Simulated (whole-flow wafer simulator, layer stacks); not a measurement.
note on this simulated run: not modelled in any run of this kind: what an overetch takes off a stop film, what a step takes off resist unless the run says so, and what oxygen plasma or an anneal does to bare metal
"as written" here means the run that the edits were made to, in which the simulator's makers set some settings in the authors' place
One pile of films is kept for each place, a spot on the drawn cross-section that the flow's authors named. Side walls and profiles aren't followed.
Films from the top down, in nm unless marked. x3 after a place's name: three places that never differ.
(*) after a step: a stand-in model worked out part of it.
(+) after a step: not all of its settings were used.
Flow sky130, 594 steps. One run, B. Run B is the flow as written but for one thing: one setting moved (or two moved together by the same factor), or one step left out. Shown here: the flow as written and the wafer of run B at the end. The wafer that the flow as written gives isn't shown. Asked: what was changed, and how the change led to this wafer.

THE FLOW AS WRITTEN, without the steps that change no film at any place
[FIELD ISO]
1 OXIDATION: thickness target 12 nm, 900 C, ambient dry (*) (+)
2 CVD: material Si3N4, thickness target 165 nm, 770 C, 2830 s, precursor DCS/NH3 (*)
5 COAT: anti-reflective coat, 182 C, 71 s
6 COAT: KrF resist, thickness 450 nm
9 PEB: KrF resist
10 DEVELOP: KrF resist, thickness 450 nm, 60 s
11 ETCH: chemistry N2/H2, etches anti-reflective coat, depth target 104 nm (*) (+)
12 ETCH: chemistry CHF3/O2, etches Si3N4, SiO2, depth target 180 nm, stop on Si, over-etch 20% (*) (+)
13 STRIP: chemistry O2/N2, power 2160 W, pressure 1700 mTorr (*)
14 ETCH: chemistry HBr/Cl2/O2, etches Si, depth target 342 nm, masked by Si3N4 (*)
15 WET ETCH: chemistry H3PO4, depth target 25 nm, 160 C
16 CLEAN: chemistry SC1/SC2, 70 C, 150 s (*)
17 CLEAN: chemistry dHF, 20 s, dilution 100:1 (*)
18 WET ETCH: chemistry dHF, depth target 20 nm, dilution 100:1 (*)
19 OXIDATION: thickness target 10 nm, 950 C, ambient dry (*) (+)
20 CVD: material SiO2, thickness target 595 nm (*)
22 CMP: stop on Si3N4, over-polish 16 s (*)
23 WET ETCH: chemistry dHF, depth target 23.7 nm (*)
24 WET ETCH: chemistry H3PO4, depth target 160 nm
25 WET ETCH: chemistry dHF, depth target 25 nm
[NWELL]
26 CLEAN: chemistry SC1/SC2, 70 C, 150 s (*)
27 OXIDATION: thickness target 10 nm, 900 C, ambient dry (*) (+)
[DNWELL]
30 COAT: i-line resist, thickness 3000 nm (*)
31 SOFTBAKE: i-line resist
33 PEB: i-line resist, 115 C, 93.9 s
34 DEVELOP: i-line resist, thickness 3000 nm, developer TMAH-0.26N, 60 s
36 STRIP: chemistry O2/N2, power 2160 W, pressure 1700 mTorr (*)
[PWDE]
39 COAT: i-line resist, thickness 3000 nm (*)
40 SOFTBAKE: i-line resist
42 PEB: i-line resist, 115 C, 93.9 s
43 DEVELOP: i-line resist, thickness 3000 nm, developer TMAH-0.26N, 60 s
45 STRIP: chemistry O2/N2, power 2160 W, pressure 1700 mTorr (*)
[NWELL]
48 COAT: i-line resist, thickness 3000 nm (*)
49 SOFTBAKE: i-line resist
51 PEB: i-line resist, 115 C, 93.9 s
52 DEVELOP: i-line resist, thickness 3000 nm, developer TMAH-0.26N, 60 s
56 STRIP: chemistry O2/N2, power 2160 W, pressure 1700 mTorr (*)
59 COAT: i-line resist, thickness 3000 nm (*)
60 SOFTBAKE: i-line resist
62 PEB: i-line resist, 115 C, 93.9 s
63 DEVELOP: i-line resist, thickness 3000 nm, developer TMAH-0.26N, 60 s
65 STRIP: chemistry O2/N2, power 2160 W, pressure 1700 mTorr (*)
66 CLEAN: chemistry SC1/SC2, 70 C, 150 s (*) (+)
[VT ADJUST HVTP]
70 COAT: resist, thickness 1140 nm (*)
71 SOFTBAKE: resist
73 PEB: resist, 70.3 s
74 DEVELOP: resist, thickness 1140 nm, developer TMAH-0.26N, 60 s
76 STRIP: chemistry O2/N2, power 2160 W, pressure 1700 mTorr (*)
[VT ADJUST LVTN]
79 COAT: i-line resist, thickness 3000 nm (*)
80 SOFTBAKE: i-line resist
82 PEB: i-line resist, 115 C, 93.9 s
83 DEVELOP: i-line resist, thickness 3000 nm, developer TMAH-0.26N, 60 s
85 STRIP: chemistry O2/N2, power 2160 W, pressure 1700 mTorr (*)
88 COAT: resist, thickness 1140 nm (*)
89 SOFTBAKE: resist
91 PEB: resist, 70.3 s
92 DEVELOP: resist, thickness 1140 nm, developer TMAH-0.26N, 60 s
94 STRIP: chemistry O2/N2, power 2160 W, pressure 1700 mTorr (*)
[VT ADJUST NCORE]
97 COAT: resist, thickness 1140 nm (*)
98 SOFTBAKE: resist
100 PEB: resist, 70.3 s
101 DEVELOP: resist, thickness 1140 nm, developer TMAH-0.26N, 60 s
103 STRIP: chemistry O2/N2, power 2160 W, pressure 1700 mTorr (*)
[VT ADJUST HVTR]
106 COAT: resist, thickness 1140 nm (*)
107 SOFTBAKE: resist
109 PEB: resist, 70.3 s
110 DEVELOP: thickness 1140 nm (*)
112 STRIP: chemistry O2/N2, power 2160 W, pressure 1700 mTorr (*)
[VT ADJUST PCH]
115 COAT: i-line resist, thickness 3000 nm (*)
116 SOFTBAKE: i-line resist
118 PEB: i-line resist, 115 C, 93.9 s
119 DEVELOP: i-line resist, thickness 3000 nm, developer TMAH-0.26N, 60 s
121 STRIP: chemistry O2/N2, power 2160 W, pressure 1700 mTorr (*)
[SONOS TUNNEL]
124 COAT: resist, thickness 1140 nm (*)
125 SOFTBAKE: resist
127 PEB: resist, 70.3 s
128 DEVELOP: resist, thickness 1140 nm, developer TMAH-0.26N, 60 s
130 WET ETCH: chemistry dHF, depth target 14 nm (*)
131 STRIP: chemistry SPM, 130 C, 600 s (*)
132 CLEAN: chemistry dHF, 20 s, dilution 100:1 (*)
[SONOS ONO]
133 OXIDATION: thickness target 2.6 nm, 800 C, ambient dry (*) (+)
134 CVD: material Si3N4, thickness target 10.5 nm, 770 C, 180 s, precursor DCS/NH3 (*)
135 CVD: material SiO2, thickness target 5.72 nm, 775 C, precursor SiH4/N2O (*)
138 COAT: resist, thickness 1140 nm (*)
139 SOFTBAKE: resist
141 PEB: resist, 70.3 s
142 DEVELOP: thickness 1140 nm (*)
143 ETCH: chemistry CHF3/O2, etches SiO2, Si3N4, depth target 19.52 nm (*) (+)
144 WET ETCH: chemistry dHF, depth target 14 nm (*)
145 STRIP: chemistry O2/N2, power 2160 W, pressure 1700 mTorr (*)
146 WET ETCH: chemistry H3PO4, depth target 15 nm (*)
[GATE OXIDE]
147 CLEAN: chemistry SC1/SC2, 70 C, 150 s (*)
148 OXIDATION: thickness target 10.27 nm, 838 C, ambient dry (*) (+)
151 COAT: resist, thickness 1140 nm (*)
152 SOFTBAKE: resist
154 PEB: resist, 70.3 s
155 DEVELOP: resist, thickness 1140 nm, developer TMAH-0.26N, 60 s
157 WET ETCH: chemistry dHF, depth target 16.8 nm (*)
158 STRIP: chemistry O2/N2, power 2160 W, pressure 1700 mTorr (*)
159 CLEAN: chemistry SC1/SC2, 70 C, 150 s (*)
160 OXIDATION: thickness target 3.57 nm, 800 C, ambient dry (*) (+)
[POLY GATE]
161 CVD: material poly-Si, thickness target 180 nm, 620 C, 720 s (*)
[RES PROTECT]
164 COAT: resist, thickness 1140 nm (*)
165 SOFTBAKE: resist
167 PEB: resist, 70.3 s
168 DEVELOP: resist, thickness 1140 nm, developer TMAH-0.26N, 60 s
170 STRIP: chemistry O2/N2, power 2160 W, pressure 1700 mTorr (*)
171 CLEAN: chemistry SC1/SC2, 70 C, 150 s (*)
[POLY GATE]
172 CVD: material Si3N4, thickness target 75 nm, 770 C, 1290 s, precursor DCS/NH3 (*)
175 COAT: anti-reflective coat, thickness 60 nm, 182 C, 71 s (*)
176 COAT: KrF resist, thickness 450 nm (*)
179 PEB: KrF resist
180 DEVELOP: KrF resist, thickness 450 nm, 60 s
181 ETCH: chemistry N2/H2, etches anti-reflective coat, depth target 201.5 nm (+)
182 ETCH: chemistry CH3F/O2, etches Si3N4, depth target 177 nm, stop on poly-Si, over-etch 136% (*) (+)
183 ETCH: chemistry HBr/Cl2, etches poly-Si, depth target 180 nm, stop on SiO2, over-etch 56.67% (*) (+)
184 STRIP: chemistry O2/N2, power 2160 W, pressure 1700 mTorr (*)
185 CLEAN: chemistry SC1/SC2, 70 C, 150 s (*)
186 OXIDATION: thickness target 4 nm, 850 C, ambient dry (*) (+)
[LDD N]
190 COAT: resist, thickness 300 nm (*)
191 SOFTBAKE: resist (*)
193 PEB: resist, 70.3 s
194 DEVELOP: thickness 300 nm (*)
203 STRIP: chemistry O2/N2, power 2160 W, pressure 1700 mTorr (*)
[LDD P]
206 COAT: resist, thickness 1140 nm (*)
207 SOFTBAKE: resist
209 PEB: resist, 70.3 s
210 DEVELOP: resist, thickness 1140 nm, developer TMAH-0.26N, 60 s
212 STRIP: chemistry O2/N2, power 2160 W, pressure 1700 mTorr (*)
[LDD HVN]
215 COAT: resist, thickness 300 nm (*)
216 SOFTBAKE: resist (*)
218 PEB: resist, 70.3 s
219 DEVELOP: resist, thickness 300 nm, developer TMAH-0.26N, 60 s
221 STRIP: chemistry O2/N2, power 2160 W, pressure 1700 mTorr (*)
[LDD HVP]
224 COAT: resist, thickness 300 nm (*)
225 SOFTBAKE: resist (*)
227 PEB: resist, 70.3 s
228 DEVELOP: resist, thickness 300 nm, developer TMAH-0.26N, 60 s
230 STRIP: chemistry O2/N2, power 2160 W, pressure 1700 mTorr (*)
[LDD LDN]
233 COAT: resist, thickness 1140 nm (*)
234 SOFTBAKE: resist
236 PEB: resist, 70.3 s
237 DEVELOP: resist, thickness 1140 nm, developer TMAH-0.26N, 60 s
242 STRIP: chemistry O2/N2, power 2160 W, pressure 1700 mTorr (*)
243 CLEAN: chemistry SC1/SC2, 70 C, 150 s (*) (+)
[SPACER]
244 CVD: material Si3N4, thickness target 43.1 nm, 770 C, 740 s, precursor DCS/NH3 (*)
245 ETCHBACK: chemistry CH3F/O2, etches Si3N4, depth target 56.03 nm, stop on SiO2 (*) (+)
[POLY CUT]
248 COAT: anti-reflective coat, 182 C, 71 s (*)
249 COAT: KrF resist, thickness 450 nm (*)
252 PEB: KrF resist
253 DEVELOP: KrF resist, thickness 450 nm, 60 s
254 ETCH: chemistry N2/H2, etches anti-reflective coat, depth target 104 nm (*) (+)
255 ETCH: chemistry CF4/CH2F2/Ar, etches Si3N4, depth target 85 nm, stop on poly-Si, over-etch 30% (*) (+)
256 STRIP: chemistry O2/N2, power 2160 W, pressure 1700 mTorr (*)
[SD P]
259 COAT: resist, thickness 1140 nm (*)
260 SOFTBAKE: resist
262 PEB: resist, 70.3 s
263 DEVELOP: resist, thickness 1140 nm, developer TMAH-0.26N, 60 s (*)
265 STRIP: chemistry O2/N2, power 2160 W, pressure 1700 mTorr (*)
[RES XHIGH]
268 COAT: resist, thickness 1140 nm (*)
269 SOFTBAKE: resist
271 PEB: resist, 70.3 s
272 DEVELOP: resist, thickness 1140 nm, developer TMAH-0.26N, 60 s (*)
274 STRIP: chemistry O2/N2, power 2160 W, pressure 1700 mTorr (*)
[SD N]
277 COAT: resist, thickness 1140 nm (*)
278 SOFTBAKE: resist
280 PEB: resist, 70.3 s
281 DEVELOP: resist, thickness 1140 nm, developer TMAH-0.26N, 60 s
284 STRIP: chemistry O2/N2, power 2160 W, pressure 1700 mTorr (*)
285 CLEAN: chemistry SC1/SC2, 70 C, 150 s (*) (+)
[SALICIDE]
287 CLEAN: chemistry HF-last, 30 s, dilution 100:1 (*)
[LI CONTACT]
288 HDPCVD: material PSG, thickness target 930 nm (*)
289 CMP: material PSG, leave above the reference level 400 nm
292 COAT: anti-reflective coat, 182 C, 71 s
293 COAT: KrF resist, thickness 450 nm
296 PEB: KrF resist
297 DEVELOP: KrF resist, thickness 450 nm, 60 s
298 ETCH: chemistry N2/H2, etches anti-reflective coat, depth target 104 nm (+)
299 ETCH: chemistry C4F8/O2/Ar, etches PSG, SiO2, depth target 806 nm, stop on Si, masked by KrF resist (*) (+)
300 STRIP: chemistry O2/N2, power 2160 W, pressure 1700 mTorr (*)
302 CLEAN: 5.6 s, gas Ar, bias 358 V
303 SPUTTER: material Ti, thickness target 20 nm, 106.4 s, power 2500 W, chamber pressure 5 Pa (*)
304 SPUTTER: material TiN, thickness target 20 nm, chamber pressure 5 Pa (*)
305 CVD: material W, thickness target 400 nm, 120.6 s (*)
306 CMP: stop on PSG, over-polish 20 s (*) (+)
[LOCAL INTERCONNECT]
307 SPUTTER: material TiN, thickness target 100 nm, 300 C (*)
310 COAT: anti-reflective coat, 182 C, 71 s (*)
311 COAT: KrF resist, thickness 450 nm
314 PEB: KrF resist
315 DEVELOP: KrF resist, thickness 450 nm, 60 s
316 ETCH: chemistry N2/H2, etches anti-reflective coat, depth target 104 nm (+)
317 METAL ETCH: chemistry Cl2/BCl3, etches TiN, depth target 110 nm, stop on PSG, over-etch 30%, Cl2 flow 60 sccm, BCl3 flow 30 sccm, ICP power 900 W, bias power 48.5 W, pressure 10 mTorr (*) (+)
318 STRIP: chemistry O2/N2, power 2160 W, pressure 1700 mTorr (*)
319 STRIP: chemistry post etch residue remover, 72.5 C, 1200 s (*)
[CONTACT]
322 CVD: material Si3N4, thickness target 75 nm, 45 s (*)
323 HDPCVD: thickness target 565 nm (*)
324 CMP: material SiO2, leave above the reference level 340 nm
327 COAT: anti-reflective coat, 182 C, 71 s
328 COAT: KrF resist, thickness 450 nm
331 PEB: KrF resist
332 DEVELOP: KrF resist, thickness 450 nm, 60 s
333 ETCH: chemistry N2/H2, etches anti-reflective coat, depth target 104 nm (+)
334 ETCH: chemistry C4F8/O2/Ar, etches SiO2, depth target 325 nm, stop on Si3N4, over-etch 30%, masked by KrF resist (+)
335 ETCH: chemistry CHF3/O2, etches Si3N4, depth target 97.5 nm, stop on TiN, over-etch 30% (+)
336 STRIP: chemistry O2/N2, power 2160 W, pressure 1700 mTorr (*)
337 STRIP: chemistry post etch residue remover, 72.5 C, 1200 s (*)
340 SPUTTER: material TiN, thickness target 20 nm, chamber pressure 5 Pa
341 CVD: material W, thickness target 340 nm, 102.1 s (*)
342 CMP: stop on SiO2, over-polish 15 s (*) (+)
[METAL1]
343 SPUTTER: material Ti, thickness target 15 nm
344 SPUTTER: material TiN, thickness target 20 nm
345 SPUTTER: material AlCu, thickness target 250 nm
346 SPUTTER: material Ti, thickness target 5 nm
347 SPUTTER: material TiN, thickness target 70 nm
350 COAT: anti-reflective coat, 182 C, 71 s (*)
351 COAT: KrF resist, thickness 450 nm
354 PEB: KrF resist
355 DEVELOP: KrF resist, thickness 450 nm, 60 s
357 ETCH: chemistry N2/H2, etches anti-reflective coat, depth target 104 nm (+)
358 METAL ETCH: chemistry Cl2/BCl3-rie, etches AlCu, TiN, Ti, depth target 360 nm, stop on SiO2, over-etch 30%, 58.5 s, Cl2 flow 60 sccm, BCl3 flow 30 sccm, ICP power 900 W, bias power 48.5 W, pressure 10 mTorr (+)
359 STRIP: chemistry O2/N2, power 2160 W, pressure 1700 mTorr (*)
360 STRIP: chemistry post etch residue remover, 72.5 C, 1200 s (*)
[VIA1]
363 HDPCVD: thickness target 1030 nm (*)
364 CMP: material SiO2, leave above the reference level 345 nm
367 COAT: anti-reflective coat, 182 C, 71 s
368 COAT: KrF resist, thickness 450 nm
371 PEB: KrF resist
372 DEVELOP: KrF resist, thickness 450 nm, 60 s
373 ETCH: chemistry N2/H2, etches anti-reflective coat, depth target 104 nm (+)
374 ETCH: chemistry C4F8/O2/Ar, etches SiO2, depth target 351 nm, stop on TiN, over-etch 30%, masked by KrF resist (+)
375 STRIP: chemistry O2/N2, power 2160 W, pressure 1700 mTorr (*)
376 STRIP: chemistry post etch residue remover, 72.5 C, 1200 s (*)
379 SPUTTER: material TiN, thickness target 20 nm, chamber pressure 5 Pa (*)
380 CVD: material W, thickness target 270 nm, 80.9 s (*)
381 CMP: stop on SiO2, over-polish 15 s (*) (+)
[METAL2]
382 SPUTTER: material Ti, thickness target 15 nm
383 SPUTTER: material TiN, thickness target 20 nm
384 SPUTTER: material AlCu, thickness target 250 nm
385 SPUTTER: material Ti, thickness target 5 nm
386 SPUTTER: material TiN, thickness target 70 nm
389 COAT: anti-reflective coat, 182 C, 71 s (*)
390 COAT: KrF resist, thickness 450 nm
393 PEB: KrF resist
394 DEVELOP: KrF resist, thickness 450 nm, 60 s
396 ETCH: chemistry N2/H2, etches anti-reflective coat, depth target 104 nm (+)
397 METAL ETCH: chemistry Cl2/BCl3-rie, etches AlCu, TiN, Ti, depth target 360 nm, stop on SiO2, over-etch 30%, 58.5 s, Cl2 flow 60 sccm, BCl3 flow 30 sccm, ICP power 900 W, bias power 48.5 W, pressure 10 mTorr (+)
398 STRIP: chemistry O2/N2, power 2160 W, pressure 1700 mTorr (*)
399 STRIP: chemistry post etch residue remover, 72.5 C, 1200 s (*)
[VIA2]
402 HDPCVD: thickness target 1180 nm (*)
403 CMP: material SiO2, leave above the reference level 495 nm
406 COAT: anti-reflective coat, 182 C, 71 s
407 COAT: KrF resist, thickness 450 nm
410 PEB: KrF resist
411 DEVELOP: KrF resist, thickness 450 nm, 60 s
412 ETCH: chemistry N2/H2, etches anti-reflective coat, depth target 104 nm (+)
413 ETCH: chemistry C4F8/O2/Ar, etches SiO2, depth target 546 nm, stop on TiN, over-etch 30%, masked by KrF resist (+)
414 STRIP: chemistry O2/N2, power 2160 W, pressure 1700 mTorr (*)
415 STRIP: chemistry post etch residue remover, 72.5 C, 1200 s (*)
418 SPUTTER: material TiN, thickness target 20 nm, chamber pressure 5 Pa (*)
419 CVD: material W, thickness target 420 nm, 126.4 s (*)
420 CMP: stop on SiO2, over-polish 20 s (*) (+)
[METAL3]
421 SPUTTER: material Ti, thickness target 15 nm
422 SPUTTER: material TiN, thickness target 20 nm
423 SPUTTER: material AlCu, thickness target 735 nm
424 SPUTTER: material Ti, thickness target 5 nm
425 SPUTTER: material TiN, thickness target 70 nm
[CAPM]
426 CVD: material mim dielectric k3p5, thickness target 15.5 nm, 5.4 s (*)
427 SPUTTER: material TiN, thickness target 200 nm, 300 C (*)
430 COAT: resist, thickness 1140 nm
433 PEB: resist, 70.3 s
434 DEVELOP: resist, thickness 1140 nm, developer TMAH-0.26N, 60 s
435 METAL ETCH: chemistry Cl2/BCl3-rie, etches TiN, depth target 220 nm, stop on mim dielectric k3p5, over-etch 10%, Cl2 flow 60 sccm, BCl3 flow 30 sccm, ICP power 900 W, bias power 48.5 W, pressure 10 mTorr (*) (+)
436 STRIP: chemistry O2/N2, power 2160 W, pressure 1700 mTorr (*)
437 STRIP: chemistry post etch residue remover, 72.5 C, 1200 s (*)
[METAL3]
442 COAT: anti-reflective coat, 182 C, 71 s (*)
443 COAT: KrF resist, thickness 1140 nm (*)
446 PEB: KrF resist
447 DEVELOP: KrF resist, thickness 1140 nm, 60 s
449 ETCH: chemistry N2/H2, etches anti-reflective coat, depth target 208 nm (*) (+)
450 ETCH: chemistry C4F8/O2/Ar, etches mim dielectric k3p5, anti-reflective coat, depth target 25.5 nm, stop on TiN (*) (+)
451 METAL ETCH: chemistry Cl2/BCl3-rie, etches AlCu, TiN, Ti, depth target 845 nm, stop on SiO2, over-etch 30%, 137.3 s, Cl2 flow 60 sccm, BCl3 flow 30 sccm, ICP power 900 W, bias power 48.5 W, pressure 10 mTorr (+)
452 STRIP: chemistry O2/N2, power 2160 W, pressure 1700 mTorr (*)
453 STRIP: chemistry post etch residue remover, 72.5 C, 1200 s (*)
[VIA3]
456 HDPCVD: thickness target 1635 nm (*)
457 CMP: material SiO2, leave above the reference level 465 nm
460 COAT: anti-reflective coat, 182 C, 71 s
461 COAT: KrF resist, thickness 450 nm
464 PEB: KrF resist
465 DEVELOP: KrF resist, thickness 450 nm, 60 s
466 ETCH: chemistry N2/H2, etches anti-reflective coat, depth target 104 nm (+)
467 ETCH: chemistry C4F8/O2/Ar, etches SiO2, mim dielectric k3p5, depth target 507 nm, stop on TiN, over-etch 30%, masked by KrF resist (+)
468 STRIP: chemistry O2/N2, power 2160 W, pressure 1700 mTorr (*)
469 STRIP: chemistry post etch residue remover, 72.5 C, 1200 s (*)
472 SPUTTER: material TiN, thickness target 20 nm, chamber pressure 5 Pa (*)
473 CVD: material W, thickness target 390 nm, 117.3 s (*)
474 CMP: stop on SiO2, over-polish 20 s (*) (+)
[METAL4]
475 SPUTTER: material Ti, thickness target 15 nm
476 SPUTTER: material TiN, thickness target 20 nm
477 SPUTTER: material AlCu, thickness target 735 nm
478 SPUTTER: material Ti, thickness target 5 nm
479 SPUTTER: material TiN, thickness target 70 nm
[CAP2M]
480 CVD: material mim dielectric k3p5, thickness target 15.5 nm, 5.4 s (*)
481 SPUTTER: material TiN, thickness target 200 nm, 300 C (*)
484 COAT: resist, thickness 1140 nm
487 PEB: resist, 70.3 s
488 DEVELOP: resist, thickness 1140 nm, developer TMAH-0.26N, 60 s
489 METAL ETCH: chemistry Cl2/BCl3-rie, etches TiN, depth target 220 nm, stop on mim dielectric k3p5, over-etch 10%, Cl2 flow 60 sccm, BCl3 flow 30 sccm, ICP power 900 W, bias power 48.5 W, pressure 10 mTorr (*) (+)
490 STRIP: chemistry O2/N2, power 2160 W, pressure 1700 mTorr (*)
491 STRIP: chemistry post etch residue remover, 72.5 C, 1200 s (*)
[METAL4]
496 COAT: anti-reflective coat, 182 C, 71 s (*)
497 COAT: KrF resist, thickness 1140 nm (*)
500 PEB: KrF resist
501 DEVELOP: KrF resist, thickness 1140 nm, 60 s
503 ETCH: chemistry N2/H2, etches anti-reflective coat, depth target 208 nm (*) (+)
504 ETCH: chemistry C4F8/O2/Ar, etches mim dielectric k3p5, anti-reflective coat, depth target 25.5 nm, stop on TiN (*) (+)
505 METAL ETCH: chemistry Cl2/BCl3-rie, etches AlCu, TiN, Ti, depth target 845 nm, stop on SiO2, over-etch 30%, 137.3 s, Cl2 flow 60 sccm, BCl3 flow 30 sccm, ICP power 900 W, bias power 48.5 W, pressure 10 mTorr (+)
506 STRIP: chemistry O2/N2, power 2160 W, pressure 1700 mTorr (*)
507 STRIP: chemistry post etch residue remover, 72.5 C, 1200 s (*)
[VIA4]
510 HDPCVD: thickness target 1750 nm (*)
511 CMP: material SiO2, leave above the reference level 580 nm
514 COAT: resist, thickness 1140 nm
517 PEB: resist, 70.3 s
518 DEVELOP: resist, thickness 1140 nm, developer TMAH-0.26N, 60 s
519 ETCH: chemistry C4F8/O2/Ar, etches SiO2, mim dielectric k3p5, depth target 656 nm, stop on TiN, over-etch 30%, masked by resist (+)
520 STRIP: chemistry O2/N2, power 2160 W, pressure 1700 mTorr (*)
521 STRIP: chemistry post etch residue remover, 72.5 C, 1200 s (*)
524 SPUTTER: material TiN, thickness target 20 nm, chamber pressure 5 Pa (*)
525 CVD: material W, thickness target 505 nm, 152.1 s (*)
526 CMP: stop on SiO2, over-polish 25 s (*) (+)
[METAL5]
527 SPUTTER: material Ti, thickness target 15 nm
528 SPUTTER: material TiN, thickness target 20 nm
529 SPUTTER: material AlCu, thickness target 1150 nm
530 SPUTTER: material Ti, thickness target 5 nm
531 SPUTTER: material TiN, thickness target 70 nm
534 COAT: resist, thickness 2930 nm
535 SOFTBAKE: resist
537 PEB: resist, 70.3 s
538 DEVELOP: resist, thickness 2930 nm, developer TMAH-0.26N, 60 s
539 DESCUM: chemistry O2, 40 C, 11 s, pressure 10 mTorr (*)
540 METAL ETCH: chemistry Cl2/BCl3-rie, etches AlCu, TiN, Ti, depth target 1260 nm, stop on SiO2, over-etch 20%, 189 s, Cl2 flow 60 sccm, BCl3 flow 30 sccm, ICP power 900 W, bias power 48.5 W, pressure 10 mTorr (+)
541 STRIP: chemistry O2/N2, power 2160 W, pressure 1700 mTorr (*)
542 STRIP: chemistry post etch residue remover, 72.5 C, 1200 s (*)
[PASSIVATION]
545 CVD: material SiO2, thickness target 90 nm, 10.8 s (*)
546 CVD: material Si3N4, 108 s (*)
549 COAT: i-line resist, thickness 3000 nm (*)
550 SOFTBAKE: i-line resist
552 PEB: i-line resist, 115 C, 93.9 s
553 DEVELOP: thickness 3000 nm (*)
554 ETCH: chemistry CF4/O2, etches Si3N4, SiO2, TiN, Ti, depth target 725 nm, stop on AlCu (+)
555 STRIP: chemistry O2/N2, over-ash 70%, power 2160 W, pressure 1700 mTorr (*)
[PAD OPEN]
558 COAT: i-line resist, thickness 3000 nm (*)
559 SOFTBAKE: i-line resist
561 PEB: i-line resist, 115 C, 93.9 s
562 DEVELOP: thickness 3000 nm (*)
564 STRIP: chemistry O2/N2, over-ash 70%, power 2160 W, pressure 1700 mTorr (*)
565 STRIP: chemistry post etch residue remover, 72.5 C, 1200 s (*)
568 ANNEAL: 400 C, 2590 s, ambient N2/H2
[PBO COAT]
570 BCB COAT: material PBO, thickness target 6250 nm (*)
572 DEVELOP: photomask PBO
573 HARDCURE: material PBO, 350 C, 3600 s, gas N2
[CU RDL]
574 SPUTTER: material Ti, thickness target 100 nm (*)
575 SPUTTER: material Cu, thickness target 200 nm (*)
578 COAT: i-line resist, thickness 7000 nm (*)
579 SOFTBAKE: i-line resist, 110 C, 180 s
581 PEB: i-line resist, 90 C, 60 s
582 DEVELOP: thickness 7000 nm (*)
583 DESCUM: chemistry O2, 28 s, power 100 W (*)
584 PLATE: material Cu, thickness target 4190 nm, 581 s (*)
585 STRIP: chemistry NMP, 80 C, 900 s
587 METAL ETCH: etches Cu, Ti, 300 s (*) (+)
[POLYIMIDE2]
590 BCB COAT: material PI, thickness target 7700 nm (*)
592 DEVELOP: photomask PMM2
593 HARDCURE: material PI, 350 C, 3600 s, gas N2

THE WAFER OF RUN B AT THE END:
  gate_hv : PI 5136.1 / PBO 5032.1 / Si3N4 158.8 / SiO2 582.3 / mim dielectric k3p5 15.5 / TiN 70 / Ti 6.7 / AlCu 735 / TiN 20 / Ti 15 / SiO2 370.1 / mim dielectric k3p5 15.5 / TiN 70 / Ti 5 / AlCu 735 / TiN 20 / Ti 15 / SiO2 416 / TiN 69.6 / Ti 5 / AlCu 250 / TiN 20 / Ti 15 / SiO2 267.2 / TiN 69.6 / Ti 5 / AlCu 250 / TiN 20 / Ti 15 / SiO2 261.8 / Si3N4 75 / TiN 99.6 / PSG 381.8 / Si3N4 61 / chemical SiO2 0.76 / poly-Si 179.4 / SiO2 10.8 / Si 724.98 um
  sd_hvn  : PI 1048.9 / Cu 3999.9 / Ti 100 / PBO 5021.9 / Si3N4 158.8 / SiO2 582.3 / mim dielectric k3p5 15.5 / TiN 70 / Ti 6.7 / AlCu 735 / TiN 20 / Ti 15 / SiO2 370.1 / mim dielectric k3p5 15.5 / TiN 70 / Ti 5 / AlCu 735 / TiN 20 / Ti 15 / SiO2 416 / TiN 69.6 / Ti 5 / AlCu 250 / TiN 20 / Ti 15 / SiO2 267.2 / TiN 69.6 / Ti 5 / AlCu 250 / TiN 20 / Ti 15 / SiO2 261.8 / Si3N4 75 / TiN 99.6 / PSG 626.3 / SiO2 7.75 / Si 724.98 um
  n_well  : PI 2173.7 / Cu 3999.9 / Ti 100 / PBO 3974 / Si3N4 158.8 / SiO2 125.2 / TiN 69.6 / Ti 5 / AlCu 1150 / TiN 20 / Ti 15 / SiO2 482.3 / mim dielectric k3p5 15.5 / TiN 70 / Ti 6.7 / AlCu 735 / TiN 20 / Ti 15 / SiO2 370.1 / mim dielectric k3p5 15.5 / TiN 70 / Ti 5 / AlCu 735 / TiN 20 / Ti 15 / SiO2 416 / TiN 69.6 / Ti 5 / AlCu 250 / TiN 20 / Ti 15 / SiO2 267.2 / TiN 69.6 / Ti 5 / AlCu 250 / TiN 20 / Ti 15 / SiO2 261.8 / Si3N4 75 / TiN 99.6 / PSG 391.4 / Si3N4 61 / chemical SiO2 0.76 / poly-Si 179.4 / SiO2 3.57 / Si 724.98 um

The cause: step 478, SPUTTER: thickness target 6.7 nm was run, where the flow has thickness target 5 nm.
It can be read off the wafer: gate_hv has Ti 6.7, and step 478 as written asks for 5 nm.

How the change led to this, step by step:
  478 SPUTTER: material Ti, thickness target 5 nm
      field, active, n_well and 189 more: Ti +6.7 (new film) (as written it would be: Ti +5 (new film))
  505 METAL ETCH: chemistry Cl2/BCl3-rie, etches AlCu, TiN, Ti, depth target 845 nm, stop on SiO2, over-etch 30%, 137.3 s, Cl2 flow 60 sccm, BCl3 flow 30 sccm, ICP power 900 W, bias power 48.5 W, pressure 10 mTorr (+)
      field, gate, spacer and 68 more: TiN -70 (all of it), Ti -6.7 (all of it), AlCu -735 (all of it), TiN -20 (all of it), Ti -15 (all of it), SiO2 -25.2 (as written it would be: TiN -70 (all of it), Ti -5 (all of it), AlCu -735 (all of it), TiN -20 (all of it), Ti -15 (all of it), SiO2 -25.4)
      active, vpp_iso1, mim_edge_plate and 14 more: TiN -70 (all of it), Ti -6.7 (all of it), AlCu -735 (all of it), TiN -20 (all of it), Ti -15 (all of it), SiO2 -25.2 (as written it would be: TiN -70 (all of it), Ti -5 (all of it), AlCu -735 (all of it), TiN -20 (all of it), Ti -15 (all of it), SiO2 -25.3)
